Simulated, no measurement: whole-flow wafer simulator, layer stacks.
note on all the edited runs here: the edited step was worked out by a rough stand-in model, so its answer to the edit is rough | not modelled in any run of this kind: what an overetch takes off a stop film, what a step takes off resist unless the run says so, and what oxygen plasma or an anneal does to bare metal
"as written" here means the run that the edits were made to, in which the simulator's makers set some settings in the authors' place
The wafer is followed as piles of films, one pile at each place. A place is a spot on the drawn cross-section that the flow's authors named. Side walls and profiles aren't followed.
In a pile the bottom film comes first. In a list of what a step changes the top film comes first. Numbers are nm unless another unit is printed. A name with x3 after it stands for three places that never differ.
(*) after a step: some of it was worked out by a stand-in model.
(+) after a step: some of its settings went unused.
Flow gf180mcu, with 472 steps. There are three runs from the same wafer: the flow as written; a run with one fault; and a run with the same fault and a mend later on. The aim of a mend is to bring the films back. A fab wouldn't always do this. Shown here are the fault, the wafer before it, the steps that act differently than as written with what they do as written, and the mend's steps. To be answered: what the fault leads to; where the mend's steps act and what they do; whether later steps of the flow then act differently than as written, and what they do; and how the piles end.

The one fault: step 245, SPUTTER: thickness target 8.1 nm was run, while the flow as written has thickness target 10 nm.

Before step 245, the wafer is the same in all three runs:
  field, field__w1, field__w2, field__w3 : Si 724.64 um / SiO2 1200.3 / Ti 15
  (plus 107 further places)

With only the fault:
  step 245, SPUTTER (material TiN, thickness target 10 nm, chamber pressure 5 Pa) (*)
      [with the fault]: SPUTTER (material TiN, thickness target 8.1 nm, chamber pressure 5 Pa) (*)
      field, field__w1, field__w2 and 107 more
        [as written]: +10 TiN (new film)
        [with the fault]: +8.1 TiN (new film)
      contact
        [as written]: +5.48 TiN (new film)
        [with the fault]: +4.44 TiN (new film)
  Steps further on in the flow that do not act as written (1 more step, not shown, differs only slightly: by at most 2% or 0.5 nm, whichever is larger):
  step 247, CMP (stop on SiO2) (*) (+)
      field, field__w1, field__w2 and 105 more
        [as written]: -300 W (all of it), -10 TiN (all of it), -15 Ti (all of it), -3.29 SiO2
        [with the fault]: -300 W (all of it), -8.1 TiN (all of it), -15 Ti (all of it), -3.27 SiO2
  At contact, polyc_n, polyc_p, the piles at the end differ from the flow's by more than 2% or 0.5 nm, whichever is larger.
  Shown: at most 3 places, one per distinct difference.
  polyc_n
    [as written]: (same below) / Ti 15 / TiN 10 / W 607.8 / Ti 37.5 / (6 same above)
    [with the fault]: (same below) / Ti 15 / TiN 8.1 / W 609.7 / Ti 37.5 / (6 same above)
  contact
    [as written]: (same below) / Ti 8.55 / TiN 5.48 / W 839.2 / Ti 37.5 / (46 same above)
    [with the fault]: (same below) / Ti 8.55 / TiN 4.44 / W 840.3 / Ti 37.5 / (46 same above)

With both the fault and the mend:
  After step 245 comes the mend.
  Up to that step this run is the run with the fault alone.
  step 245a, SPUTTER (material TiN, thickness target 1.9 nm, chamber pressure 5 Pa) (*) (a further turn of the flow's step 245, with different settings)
      field, field__w1, field__w2 and 107 more
        +1.9 TiN
      contact
        +1.04 TiN
  Every later step of the flow that is run acts as written at every place that is followed.
  At every place that both follow, the piles at the end match the flow's.
